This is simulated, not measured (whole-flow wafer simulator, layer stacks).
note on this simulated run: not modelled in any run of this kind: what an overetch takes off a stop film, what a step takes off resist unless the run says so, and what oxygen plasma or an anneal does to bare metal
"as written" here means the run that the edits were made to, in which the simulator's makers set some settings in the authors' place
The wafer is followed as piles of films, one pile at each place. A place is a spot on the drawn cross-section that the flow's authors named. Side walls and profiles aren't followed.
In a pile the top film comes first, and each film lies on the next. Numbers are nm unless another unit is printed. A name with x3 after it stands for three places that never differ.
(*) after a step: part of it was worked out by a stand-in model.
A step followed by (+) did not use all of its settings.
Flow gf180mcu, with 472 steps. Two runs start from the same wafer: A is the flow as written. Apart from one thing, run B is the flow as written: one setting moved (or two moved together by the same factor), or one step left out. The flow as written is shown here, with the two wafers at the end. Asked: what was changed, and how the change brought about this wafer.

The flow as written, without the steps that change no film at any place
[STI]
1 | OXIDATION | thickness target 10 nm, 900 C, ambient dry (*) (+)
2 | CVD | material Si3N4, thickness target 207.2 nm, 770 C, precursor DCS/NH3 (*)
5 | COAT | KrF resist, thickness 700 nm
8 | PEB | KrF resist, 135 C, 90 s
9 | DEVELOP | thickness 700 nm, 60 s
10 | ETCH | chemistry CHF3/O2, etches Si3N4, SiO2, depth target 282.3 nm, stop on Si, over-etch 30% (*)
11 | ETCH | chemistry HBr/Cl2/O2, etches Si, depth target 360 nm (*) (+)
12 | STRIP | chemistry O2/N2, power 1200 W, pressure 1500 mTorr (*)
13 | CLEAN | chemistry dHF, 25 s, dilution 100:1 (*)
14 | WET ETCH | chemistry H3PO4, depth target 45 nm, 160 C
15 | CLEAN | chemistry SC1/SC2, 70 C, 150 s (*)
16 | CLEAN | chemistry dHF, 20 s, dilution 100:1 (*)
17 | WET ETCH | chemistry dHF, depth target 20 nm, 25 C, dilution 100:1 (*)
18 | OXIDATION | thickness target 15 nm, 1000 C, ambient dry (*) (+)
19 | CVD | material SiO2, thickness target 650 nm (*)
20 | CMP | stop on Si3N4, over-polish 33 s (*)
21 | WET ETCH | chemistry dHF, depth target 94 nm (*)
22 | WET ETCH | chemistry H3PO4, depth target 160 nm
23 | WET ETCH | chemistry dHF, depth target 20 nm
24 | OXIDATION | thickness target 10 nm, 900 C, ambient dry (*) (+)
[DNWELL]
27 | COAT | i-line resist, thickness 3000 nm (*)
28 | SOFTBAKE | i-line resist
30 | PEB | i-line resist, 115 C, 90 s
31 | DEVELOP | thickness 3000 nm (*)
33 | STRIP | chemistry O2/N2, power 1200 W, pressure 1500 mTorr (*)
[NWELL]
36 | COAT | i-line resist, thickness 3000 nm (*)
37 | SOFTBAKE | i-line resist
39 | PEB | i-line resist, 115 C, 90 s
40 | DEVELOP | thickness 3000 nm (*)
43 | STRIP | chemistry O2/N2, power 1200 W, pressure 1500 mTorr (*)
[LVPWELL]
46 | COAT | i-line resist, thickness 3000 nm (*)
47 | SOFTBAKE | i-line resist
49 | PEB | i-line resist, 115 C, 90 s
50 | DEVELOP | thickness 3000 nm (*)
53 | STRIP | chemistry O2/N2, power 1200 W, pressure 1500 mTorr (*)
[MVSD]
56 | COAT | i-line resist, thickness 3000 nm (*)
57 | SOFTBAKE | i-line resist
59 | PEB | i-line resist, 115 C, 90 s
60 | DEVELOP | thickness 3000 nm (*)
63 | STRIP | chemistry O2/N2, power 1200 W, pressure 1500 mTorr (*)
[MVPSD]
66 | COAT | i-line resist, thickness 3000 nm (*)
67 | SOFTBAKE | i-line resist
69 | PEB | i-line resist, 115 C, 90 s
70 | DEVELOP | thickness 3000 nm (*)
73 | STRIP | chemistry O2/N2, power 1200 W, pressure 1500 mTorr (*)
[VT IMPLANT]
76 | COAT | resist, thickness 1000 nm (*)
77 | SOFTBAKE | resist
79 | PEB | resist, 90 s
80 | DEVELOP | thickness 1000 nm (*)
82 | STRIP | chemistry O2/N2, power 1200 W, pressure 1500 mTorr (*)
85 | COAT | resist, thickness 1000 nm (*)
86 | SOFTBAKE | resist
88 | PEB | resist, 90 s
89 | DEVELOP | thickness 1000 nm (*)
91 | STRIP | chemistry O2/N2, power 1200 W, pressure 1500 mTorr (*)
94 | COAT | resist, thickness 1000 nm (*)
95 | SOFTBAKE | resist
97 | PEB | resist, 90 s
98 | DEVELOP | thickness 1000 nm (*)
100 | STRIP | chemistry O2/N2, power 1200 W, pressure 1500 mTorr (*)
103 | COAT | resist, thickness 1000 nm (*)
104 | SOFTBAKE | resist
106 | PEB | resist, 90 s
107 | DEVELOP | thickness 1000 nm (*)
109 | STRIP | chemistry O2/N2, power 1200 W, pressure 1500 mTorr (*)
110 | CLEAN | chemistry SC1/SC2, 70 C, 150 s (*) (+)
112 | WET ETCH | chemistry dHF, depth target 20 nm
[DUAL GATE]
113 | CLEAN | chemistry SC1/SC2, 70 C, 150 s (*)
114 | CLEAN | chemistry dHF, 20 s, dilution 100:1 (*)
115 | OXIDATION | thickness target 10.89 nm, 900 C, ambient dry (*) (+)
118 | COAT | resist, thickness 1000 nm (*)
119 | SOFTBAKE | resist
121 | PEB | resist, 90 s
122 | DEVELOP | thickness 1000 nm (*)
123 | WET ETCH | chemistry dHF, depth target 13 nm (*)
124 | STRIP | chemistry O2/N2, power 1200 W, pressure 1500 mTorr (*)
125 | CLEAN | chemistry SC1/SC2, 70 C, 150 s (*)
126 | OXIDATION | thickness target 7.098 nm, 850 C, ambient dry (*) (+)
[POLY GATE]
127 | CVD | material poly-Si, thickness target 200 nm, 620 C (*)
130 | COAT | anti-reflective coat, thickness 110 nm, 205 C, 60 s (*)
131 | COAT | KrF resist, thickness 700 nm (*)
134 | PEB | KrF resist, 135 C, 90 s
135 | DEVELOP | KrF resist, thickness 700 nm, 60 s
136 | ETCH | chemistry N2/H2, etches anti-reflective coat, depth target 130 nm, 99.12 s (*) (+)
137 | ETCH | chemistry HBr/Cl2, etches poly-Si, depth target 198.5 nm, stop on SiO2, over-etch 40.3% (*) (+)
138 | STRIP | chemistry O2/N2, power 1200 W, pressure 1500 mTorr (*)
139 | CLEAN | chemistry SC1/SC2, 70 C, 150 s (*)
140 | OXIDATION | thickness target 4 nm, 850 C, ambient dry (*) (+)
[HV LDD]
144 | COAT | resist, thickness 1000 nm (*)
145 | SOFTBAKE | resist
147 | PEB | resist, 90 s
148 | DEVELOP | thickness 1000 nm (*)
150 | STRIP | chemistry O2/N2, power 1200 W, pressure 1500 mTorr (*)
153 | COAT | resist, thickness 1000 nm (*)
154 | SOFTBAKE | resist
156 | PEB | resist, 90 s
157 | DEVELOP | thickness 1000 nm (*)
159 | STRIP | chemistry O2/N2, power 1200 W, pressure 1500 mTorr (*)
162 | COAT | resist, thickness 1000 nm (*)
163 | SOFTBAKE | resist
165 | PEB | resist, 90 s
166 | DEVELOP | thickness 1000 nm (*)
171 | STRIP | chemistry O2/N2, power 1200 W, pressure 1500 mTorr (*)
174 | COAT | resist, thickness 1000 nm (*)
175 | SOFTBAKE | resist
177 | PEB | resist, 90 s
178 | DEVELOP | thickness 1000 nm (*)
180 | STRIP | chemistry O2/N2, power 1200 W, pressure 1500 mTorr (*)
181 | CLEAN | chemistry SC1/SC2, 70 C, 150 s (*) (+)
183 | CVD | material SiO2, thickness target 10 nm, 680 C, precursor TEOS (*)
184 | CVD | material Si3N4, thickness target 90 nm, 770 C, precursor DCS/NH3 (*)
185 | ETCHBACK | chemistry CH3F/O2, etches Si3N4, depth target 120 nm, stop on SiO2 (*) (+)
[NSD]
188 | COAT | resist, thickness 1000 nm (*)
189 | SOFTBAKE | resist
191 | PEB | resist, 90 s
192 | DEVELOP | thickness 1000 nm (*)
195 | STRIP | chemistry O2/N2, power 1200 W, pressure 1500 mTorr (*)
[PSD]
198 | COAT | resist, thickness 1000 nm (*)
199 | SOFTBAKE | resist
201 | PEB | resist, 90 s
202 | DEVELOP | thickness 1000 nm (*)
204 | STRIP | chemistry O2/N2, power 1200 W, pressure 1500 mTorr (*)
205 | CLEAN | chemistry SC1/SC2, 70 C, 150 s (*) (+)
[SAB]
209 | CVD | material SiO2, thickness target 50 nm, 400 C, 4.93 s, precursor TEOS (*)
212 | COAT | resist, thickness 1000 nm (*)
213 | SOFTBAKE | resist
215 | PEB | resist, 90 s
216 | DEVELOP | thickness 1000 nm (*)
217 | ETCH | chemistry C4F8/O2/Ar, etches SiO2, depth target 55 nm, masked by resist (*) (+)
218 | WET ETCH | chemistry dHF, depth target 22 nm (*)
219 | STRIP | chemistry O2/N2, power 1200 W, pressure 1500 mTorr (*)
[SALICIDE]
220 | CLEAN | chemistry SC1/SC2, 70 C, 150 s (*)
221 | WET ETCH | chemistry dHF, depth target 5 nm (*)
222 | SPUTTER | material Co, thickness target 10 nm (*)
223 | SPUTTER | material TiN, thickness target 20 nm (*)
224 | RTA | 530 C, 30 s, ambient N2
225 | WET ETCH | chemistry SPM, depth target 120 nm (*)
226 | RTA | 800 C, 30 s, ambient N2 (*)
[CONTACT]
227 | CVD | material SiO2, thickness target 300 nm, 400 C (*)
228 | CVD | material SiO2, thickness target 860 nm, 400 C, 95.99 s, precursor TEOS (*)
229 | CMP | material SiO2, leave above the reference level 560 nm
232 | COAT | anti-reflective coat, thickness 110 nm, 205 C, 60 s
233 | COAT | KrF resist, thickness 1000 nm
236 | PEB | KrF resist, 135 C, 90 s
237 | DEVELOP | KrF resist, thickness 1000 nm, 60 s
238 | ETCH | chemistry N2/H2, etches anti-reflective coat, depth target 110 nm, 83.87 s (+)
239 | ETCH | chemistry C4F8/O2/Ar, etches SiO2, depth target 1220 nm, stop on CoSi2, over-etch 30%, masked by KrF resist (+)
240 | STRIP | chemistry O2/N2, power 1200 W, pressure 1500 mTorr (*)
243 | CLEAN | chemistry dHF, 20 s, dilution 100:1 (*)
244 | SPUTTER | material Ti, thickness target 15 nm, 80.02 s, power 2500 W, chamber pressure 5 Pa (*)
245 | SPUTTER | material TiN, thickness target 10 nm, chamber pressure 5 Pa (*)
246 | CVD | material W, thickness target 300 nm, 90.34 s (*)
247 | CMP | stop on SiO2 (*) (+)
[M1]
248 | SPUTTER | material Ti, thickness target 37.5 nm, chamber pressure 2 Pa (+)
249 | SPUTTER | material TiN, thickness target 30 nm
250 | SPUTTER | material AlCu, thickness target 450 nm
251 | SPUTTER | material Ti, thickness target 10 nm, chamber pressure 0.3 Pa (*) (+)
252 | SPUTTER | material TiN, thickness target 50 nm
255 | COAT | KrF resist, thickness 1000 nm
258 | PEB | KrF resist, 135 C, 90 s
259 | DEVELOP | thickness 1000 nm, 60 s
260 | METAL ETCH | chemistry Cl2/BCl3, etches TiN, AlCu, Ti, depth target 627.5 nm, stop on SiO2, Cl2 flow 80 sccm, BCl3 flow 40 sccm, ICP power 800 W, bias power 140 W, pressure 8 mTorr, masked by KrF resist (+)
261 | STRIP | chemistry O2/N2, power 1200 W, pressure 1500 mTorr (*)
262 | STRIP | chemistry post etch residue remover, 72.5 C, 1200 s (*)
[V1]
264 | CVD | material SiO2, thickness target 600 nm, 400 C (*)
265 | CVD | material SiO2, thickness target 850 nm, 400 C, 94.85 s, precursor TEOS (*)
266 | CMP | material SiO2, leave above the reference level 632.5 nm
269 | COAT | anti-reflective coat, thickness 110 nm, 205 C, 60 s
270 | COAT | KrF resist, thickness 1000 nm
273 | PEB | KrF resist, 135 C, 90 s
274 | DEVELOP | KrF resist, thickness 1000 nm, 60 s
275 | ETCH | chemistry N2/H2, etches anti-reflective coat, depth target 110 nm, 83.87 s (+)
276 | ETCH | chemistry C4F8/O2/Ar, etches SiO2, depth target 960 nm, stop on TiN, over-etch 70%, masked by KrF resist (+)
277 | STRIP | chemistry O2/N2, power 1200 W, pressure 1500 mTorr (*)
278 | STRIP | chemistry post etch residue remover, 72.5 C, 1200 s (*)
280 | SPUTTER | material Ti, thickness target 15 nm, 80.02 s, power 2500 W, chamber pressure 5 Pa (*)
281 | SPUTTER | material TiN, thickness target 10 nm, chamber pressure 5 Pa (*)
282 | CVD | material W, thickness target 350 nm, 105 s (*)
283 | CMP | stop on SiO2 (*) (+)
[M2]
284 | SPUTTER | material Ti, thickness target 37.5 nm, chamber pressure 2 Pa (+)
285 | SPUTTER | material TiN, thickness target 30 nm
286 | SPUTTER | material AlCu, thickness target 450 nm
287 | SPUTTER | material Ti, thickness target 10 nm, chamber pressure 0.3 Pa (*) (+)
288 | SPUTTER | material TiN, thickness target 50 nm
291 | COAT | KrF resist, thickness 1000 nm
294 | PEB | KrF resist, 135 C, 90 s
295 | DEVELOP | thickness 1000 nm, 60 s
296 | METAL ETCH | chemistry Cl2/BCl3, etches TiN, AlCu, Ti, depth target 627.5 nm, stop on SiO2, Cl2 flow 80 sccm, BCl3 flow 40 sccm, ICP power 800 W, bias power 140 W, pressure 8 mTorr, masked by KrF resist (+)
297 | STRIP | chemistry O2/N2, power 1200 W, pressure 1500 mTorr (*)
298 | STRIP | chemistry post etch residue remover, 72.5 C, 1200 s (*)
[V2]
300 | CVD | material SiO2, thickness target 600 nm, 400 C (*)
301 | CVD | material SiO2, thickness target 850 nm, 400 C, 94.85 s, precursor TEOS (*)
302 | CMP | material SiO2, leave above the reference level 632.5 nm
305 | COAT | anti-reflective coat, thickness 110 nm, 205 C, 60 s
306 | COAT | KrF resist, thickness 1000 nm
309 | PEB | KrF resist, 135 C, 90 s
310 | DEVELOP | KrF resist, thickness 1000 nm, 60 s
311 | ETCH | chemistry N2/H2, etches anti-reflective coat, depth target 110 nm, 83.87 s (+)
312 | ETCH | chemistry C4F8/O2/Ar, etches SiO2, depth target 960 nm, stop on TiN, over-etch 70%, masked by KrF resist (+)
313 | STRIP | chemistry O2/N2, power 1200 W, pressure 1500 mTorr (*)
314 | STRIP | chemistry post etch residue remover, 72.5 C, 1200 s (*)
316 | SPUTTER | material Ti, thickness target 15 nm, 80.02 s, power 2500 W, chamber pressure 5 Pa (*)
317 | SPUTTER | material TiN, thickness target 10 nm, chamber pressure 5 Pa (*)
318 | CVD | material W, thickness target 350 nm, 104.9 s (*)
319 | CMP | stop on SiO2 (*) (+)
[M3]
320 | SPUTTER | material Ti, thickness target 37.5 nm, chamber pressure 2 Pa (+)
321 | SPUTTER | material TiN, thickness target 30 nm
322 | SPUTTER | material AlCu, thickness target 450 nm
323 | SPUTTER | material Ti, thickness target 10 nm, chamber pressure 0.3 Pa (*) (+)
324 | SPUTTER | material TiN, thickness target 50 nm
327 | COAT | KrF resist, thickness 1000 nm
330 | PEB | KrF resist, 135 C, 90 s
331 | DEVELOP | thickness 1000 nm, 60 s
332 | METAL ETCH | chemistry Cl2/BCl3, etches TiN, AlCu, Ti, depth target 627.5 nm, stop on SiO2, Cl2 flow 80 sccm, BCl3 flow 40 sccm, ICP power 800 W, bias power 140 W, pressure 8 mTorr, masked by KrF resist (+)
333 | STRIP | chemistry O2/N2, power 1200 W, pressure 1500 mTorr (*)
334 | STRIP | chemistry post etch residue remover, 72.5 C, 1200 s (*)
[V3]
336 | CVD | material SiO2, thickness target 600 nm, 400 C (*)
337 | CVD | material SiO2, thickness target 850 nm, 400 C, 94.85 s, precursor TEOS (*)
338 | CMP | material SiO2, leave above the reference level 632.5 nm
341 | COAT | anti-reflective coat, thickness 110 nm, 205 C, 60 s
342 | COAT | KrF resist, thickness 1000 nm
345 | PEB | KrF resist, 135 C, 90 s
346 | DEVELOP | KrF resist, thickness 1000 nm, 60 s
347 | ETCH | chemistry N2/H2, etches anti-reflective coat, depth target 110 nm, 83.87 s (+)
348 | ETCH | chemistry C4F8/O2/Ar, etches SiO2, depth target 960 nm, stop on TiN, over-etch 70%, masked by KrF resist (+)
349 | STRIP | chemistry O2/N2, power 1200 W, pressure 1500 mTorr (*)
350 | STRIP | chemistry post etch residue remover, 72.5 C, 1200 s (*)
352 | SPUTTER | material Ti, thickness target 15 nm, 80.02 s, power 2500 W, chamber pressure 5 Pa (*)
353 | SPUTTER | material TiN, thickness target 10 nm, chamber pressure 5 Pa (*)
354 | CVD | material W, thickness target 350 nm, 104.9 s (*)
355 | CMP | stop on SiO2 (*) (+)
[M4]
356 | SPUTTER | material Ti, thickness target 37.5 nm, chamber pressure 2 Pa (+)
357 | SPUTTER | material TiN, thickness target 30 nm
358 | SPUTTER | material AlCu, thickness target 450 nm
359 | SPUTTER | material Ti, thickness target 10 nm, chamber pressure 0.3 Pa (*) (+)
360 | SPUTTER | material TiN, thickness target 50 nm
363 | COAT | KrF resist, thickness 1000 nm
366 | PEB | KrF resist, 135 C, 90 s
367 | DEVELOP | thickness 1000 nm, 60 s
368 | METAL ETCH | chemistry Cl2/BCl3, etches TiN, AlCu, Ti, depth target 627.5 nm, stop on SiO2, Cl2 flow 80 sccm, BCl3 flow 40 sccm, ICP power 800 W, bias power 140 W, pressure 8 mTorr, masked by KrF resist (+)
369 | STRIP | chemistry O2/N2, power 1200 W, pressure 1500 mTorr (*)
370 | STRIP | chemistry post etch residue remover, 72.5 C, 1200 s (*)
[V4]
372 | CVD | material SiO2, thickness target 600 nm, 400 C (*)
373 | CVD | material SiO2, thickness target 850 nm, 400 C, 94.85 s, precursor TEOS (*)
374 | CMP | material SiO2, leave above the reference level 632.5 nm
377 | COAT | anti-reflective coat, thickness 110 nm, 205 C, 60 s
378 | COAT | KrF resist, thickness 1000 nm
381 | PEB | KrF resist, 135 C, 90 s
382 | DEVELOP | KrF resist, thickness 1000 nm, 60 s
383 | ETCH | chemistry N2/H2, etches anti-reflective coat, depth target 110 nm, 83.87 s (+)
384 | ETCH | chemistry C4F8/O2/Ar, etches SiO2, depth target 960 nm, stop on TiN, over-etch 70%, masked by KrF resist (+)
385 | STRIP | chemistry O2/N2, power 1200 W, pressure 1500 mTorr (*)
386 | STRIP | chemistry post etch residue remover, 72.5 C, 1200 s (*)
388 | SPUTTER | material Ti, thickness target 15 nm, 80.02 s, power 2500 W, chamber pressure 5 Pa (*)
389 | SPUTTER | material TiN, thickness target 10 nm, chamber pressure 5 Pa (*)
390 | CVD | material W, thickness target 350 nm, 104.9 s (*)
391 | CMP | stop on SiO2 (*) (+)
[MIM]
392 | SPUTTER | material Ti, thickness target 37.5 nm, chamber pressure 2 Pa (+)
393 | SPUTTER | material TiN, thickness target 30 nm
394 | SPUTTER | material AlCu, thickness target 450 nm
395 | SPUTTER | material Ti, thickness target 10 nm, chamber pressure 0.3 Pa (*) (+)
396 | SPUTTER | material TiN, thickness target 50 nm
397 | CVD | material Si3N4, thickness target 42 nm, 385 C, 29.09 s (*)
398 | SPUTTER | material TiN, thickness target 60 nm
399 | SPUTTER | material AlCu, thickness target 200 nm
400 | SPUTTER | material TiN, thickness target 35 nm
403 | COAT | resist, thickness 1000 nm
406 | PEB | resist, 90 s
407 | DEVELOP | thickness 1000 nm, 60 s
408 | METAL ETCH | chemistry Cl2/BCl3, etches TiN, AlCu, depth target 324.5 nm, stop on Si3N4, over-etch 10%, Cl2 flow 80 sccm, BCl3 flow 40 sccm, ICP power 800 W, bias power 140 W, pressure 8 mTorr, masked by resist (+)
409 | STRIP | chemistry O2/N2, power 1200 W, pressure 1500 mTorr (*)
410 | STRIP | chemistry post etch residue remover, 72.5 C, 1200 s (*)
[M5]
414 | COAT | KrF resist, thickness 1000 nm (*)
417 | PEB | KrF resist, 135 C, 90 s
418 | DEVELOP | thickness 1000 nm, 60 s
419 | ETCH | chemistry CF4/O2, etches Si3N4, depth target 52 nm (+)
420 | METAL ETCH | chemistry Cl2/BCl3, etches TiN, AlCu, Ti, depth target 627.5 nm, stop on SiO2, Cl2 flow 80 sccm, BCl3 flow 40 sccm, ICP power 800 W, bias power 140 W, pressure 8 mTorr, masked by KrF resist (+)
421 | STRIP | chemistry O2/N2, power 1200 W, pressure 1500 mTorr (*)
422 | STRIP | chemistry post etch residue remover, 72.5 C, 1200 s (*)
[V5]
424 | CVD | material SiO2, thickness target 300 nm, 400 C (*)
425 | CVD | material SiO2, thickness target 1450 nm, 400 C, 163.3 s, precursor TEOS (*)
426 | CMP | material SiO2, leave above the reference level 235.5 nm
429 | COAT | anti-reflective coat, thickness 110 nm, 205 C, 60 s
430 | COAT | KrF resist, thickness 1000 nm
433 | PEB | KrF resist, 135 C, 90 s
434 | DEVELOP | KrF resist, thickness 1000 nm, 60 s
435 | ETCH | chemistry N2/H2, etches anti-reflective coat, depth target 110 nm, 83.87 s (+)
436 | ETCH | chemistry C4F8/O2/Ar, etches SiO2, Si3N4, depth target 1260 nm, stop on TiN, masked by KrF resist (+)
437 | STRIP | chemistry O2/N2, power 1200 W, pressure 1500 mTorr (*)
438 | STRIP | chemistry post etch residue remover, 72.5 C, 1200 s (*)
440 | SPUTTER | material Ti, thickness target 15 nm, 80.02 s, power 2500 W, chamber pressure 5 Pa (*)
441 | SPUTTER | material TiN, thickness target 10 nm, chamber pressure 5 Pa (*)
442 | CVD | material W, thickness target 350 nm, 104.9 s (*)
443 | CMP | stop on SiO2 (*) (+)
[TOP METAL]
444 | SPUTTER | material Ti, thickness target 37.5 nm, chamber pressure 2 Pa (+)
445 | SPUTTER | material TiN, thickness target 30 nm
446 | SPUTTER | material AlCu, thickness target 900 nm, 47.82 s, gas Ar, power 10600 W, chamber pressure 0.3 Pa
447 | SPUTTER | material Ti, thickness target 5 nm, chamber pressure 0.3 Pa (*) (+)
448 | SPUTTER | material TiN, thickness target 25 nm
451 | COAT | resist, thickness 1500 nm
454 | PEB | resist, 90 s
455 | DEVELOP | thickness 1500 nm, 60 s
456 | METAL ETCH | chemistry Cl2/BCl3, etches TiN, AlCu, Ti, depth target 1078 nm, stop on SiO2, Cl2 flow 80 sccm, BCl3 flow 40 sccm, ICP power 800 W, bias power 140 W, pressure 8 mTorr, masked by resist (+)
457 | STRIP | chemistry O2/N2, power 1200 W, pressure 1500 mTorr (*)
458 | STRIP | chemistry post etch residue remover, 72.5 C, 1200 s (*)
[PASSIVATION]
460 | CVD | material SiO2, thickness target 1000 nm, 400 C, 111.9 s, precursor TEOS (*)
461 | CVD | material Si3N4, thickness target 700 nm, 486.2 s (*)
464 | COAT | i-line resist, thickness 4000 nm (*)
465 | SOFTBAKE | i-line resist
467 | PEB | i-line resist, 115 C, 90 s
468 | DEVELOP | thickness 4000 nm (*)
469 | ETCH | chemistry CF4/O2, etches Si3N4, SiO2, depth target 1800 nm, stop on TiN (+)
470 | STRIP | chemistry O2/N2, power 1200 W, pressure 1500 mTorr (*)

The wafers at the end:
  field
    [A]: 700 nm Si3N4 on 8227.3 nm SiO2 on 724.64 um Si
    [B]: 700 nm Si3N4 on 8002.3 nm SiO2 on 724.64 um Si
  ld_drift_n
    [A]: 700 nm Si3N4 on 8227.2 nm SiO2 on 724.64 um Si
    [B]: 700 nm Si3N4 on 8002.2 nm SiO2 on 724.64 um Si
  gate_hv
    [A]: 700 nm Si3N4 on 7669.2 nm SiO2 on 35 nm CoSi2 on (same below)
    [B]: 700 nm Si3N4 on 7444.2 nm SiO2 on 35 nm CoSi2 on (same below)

Cause: step 394, SPUTTER: thickness target 225 nm was run, though the flow has thickness target 450 nm.

How this came from the change, step by step:
  394 | SPUTTER | material AlCu, thickness target 450 nm
      field, field__w1, field__w2 and 108 more: A +450 AlCu (new film) | B +225 AlCu (new film)
  420 | METAL ETCH | chemistry Cl2/BCl3, etches TiN, AlCu, Ti, depth target 627.5 nm, stop on SiO2, Cl2 flow 80 sccm, BCl3 flow 40 sccm, ICP power 800 W, bias power 140 W, pressure 8 mTorr, masked by KrF resist (+)
      field, field__w1, field__w2 and 101 more: A -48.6 TiN (all of it), -10 Ti (all of it), -450 AlCu (all of it), -30 TiN (all of it), -37.5 Ti (all of it) | B -48.6 TiN (all of it), -10 Ti (all of it), -225 AlCu (all of it), -30 TiN (all of it), -37.5 Ti (all of it)
      field__w4, field__w8, contact, m1, m1__w1, mim, mim_1p0, m1_nw: A -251 KrF resist | B -210.6 KrF resist
  421 | STRIP | chemistry O2/N2, power 1200 W, pressure 1500 mTorr (*)
      field__w8, m1__w1: A -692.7 KrF resist (all of it) | B -733.1 KrF resist (all of it)
      contact, m1: A -693.2 KrF resist (all of it) | B -733.5 KrF resist (all of it)
      (as well as at 4 more places)
  426 | CMP | material SiO2, leave above the reference level 235.5 nm
      field, field__w1, field__w5 and 92 more: A -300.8 SiO2 | B -525.8 SiO2
      field__w2, field__w3, field__w12 and 6 more: A -272.7 SiO2 | B -507.9 SiO2
